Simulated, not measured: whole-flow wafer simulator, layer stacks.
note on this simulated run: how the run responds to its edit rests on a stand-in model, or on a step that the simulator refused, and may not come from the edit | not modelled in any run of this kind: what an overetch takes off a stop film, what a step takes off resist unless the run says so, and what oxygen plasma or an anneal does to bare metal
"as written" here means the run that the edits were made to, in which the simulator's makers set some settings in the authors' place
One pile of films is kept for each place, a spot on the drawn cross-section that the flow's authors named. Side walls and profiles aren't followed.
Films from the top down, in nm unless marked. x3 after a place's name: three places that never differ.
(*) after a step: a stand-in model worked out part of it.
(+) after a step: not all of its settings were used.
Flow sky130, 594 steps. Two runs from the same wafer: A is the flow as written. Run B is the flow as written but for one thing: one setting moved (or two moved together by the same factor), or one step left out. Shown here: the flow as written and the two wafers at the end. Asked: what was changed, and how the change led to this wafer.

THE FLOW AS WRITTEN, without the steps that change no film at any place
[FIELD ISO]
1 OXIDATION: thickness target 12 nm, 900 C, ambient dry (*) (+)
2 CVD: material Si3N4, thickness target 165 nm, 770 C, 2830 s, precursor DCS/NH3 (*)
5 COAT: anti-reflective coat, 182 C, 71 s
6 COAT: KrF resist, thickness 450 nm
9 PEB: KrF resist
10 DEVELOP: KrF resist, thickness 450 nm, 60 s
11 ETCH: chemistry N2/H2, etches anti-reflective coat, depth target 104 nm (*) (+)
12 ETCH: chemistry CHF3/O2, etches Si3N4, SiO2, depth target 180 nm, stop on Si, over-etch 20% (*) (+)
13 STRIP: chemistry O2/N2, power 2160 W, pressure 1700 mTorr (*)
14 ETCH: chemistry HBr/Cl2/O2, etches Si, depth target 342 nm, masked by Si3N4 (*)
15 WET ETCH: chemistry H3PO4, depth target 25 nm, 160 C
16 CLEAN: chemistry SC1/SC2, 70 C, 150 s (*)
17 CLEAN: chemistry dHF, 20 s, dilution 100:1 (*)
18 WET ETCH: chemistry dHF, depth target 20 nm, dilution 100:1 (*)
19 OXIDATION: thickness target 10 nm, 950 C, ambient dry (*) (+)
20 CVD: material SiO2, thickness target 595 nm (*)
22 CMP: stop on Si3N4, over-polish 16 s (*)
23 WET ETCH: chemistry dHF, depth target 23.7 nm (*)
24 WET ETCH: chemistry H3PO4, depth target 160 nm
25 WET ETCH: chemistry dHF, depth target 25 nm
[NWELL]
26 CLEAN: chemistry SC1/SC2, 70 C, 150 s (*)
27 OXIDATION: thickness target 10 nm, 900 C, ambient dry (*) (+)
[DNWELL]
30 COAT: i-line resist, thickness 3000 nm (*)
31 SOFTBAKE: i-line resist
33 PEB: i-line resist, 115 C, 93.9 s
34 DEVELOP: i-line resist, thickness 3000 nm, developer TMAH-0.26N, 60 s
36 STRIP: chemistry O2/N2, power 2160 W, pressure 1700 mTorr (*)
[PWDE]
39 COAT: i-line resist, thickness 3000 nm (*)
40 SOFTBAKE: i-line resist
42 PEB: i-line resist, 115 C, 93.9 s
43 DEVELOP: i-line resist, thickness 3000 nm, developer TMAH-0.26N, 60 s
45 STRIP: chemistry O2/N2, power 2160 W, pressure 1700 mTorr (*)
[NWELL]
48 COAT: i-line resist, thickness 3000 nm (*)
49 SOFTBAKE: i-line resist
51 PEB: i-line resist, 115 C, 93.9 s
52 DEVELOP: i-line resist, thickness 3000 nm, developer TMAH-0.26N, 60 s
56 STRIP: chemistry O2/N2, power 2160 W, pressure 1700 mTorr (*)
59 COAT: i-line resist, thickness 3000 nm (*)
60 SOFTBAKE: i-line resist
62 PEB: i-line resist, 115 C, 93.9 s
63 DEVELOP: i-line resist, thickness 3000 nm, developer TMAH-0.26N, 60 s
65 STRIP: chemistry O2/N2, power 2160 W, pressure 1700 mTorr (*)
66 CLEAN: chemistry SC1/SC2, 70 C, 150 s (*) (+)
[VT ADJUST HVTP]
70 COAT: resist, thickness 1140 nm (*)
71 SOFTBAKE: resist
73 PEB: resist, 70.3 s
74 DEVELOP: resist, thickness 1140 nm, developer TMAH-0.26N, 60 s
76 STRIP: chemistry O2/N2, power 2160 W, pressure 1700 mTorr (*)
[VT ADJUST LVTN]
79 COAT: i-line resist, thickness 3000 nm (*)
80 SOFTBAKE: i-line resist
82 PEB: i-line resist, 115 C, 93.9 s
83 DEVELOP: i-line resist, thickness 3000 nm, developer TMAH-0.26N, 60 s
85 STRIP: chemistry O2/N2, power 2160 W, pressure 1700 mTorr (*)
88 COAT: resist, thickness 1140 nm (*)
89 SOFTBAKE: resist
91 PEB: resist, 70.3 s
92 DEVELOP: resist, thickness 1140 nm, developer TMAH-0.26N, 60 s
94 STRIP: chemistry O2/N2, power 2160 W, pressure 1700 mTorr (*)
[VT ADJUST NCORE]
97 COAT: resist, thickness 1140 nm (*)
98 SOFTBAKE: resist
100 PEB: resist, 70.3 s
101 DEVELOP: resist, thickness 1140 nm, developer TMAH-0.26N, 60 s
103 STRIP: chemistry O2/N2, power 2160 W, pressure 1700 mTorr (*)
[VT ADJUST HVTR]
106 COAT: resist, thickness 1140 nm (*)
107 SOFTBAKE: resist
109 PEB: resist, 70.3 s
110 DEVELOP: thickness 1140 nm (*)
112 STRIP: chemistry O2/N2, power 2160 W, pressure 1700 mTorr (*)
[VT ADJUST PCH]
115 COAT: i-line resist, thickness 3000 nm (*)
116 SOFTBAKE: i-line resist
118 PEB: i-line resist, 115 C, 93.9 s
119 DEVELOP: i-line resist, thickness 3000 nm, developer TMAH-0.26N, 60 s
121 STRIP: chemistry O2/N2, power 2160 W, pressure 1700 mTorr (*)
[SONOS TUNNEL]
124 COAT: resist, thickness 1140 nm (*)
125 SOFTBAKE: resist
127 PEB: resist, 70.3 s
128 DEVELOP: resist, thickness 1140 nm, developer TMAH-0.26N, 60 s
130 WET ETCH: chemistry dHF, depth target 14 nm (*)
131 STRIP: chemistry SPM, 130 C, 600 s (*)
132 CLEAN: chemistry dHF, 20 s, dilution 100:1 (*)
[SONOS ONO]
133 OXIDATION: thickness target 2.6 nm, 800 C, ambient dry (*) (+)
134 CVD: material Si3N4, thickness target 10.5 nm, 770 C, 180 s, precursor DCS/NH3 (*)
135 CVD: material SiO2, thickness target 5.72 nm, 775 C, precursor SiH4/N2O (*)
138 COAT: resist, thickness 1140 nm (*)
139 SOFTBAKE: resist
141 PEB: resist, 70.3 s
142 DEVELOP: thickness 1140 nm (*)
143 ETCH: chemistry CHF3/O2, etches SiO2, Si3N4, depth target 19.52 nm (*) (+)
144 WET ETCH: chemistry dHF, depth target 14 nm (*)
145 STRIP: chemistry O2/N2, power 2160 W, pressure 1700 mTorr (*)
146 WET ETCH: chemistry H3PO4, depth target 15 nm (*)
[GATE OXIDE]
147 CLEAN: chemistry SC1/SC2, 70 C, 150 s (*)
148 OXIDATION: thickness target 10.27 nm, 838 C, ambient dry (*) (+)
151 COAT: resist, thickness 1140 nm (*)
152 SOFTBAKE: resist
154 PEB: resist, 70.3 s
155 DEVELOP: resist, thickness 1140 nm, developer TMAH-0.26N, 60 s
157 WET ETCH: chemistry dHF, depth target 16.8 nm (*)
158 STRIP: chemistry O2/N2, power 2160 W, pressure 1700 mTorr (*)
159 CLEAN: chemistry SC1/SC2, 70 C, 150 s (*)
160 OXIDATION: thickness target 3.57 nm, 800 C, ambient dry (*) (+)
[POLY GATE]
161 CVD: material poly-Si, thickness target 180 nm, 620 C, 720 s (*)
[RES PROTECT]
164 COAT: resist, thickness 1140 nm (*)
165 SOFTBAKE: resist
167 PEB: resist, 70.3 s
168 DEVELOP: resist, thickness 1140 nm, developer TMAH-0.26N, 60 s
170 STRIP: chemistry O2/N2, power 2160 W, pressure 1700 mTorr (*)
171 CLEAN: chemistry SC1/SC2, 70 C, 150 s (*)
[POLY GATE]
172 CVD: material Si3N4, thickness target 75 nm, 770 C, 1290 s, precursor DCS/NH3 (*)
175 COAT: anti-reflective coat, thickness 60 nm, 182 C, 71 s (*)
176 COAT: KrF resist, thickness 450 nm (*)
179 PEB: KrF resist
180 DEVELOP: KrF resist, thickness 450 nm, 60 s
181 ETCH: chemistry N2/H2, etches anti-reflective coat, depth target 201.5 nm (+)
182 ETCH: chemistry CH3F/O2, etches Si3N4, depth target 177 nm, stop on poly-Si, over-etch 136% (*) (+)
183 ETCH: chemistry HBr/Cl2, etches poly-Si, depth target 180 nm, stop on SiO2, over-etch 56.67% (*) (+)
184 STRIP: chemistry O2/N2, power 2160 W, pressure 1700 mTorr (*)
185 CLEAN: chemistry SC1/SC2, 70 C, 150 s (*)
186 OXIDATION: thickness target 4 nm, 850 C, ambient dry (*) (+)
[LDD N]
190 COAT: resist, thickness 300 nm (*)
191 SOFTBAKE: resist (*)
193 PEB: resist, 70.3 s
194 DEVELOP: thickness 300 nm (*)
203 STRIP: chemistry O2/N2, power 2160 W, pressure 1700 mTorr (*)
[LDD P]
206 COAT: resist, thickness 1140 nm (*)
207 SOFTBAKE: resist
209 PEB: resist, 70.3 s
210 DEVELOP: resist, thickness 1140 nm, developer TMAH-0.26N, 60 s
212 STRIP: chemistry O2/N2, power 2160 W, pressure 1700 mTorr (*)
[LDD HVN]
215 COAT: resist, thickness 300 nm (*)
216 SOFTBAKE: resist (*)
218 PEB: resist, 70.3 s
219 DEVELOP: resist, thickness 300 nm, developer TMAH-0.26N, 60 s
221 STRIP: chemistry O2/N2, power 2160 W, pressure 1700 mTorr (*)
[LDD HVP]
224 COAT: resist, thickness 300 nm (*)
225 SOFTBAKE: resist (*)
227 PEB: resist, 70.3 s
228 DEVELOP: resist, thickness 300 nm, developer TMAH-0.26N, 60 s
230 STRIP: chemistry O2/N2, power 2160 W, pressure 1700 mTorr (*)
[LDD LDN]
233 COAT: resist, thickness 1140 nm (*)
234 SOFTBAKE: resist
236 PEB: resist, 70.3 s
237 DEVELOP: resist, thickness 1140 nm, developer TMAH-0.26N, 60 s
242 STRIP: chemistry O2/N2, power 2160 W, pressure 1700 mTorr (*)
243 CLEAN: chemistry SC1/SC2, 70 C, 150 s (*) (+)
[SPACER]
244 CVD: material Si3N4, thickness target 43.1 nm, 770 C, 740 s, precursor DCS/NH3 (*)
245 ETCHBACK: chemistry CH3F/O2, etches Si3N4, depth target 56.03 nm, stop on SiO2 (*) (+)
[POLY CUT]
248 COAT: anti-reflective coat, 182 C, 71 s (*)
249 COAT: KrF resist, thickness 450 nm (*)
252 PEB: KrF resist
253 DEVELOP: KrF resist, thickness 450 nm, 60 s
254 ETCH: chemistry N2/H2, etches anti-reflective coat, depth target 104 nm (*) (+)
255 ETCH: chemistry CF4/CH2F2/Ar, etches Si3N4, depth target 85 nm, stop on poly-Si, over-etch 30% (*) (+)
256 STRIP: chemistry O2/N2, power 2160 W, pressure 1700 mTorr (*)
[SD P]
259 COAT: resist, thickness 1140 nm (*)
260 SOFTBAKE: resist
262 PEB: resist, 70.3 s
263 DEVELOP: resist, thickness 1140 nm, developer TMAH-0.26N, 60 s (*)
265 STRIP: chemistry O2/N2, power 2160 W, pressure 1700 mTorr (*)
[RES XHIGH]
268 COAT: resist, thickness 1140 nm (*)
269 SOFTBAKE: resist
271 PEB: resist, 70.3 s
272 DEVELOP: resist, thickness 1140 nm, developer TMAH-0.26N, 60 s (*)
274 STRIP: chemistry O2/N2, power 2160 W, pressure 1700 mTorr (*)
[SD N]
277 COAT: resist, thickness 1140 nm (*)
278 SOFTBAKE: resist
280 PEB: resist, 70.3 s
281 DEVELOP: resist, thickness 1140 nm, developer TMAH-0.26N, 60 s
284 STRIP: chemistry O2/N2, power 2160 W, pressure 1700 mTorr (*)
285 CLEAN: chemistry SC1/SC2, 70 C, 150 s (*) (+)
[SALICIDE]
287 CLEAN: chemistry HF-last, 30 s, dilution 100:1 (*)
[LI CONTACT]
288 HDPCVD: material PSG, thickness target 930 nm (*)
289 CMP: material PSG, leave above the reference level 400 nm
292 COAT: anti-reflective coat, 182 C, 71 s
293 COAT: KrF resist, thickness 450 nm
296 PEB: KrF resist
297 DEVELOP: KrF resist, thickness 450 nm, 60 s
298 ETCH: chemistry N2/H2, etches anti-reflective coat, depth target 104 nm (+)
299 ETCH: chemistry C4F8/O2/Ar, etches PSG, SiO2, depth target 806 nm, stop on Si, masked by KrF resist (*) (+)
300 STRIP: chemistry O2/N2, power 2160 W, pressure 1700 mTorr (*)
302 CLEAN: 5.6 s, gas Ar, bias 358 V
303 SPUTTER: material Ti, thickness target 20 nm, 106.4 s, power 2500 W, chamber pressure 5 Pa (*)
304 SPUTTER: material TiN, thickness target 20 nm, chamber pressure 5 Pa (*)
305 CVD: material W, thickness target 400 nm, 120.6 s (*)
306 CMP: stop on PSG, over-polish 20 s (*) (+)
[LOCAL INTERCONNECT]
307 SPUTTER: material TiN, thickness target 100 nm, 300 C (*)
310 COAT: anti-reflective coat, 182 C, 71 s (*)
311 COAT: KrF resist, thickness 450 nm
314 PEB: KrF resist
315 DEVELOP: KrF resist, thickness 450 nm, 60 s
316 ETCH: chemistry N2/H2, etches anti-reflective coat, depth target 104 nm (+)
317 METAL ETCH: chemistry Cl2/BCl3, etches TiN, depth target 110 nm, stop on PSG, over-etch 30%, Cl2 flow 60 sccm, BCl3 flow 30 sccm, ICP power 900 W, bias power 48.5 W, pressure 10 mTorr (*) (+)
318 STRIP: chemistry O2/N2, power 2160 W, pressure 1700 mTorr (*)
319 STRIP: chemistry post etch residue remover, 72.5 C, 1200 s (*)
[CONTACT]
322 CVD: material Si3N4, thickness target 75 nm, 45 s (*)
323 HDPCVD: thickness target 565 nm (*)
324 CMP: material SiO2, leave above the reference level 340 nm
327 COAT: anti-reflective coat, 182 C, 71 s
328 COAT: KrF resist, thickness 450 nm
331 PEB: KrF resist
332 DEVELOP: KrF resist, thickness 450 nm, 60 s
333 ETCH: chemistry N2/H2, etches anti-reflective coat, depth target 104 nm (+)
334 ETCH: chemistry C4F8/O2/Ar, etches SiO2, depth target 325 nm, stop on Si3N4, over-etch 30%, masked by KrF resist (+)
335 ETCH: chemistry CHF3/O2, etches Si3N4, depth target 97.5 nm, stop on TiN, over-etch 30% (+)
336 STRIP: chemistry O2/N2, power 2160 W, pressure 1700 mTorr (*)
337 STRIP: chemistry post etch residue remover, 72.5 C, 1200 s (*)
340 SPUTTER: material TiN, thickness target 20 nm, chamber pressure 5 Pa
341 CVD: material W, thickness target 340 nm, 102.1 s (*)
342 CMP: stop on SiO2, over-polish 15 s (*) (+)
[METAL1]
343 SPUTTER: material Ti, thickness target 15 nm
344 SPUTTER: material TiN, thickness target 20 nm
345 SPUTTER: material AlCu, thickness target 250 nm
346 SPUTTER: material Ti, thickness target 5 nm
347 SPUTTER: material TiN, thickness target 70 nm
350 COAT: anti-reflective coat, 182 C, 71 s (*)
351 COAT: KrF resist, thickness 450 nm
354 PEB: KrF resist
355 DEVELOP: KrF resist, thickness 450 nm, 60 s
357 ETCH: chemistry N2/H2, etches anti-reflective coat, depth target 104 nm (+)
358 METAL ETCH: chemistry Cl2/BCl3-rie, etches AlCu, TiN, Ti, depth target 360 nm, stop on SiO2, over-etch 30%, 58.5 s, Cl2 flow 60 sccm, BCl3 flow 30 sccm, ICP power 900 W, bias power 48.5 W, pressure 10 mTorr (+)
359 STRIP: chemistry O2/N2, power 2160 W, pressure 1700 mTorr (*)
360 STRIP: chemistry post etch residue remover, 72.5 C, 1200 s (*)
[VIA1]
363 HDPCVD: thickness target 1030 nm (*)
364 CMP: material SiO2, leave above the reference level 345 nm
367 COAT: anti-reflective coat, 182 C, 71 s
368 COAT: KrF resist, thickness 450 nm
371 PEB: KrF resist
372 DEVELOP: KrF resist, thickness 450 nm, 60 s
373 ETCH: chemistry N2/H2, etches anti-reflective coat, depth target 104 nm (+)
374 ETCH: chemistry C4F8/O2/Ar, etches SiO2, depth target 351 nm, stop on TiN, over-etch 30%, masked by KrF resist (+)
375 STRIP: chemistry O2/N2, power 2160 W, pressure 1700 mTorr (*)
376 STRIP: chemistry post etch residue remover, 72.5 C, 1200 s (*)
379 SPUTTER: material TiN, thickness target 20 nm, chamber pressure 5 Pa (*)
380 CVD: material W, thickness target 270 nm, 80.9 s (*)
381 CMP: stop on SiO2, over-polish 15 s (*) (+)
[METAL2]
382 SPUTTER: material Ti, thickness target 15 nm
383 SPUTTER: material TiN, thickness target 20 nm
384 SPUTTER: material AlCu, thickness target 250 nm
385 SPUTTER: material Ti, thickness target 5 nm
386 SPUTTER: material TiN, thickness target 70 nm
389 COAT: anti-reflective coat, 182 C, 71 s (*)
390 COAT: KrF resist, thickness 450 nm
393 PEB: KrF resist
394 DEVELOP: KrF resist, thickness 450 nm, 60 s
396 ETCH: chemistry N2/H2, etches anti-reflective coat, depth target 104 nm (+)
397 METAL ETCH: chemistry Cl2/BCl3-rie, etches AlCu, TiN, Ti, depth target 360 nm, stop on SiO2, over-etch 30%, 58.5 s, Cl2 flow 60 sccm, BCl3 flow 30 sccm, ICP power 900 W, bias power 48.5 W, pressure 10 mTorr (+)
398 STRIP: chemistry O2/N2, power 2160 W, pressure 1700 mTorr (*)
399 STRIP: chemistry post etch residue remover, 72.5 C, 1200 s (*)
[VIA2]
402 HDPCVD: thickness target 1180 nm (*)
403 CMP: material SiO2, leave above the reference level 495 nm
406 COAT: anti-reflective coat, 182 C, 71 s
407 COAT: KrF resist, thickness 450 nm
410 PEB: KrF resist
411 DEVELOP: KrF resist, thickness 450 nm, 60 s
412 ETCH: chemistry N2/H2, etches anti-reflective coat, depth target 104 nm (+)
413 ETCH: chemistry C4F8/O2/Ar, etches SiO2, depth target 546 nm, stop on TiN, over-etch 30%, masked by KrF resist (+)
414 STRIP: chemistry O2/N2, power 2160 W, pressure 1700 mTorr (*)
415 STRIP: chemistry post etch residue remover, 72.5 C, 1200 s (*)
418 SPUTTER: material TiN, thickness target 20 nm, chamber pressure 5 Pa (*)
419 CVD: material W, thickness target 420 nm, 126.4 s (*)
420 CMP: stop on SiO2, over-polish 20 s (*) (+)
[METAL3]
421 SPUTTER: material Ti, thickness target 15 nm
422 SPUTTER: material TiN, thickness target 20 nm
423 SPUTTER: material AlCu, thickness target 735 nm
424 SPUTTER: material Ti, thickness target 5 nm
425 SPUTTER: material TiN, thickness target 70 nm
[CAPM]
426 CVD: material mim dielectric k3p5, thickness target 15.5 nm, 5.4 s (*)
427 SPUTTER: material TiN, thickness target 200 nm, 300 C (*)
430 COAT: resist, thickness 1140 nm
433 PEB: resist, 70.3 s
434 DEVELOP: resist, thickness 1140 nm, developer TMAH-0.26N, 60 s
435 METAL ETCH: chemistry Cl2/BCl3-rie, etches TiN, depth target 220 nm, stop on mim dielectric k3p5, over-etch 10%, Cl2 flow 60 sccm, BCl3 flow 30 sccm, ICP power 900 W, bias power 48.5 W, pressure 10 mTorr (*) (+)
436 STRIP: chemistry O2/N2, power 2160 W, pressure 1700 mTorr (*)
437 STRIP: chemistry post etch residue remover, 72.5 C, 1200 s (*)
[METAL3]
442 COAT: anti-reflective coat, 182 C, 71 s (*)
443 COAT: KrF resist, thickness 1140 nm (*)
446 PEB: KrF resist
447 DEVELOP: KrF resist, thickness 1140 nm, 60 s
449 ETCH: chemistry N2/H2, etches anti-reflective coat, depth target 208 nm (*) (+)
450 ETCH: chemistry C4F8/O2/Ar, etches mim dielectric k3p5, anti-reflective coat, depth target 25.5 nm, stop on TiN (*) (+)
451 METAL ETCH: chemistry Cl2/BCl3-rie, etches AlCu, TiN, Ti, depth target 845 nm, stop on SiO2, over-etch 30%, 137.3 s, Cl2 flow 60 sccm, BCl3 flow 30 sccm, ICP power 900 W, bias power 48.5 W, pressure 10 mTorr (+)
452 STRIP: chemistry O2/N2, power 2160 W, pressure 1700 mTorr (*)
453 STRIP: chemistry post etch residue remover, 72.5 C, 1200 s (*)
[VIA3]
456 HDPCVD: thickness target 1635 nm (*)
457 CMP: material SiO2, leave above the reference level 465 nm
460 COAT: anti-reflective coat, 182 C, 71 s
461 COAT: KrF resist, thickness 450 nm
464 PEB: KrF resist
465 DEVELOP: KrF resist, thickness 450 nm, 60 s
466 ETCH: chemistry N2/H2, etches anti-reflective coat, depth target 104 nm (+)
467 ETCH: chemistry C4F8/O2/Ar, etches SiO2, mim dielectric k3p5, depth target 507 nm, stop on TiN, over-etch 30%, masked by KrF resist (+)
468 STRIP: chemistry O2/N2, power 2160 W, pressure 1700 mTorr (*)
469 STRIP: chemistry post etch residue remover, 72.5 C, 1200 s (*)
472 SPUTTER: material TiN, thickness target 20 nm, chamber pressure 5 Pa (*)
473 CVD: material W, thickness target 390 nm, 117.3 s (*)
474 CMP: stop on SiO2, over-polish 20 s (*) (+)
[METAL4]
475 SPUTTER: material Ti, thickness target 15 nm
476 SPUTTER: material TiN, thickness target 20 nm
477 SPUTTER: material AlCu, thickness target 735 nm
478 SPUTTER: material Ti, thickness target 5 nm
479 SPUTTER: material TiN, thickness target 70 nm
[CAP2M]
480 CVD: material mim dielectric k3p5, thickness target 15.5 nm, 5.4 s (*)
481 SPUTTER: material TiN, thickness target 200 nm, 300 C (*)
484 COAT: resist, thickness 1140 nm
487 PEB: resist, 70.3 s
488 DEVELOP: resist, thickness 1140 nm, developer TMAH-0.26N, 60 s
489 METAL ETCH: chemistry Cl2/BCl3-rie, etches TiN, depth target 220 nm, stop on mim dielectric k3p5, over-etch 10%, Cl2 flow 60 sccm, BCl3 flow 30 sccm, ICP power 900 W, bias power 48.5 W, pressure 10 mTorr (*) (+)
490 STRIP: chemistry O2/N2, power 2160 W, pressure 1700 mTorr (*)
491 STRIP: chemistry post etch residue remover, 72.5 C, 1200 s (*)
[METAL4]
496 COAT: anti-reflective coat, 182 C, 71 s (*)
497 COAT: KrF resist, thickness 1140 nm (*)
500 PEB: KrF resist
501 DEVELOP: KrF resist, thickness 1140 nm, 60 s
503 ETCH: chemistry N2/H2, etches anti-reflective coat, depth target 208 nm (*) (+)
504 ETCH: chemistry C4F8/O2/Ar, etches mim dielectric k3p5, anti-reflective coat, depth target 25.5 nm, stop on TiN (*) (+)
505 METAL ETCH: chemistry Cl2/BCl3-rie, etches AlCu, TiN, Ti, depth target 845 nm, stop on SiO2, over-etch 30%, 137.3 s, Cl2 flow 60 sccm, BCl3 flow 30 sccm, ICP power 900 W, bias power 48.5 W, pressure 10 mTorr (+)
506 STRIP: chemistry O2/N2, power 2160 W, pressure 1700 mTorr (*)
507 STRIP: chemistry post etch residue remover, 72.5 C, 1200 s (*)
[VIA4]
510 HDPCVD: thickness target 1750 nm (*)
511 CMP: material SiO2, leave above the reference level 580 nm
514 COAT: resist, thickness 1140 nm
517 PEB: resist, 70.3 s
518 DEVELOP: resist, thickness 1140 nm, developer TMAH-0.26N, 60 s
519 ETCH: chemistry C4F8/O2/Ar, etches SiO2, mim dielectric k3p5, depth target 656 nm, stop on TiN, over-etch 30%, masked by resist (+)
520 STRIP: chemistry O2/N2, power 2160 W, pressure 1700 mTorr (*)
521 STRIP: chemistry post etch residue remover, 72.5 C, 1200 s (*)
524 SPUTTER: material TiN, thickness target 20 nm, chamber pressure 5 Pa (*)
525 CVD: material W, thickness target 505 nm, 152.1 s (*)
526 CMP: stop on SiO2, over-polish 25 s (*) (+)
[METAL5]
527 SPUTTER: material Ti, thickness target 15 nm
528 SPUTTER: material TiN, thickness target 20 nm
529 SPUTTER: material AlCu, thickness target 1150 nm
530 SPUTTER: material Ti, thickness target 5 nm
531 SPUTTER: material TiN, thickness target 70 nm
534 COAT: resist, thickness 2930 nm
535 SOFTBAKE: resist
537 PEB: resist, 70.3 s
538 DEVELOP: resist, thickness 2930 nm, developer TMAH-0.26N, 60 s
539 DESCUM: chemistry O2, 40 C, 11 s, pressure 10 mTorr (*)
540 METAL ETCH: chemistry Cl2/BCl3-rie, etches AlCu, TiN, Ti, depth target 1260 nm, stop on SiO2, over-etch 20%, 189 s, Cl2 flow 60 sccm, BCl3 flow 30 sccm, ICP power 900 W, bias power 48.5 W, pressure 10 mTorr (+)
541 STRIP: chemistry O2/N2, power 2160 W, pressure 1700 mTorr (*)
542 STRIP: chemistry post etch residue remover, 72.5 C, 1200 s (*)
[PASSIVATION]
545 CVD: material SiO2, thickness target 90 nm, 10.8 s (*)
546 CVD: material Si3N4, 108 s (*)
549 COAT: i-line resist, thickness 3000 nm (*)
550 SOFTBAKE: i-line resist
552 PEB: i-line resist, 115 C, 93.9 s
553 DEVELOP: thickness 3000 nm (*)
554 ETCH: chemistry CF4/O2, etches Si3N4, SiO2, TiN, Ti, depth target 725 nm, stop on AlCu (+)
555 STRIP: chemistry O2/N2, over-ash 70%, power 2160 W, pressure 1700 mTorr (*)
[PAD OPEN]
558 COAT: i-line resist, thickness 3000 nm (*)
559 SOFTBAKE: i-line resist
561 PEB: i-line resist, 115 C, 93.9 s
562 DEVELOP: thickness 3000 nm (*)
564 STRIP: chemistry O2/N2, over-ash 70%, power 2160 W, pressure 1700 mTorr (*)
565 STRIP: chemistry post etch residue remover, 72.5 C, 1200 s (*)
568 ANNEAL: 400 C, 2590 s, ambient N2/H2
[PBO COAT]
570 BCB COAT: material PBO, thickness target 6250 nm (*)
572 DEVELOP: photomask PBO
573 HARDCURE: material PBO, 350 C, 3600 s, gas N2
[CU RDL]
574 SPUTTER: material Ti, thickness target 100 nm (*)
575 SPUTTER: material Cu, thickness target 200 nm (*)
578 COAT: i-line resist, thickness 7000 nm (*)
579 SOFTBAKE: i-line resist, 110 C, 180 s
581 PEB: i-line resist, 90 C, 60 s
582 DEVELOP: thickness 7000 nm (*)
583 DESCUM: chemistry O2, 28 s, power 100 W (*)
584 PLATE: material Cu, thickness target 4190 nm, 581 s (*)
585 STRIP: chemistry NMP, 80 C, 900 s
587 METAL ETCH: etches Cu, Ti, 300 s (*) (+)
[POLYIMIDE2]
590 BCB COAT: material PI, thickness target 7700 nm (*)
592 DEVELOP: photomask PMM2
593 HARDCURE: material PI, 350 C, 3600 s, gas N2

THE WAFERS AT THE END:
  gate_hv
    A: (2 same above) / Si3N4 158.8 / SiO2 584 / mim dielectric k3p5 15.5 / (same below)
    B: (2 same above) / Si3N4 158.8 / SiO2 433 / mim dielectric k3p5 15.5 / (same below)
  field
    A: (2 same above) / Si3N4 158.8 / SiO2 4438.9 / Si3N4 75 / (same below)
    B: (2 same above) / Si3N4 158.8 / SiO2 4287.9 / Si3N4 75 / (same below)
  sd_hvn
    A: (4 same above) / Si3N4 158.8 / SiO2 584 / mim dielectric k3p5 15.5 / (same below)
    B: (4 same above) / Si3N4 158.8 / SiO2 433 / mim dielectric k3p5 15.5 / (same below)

The cause: step 511, CMP: leave above the reference level 429 nm was run, where the flow has leave above the reference level 580 nm.

How the change led to this, step by step:
  511 CMP: material SiO2, leave above the reference level 580 nm
      n_well, p_well, gate_hv and 99 more: A SiO2 -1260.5 | B SiO2 -1411.5
      field, active, gate and 77 more: A SiO2 -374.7 | B SiO2 -525.7
      (and at 11 more places)
  519 ETCH: chemistry C4F8/O2/Ar, etches SiO2, mim dielectric k3p5, depth target 656 nm, stop on TiN, over-etch 30%, masked by resist (+)
      field, active, n_well and 188 more: A resist -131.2 | B resist -92.2
      m1: A SiO2 -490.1 (all of it), mim dielectric k3p5 -15.5 (all of it) | B SiO2 -339.1 (all of it), mim dielectric k3p5 -15.5 (all of it)
      (and at 1 more place)
  520 STRIP: chemistry O2/N2, power 2160 W, pressure 1700 mTorr (*)
      field, active, n_well and 188 more: A resist -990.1 (all of it) | B resist -1029.1 (all of it)
  524 SPUTTER: material TiN, thickness target 20 nm, chamber pressure 5 Pa (*)
      m1, via4_hole: A TiN +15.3 | B TiN +16.4
  525 CVD: material W, thickness target 505 nm, 152.1 s (*)
      m1: A W +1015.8 (new film) | B W +666.9 (new film)
      via4_hole: A W +1015.2 (new film) | B W +668 (new film)
  526 CMP: stop on SiO2, over-polish 25 s (*) (+)
      m1: A W -532.7 | B W -335.9
      via4_hole: A W -532.7 | B W -337.6
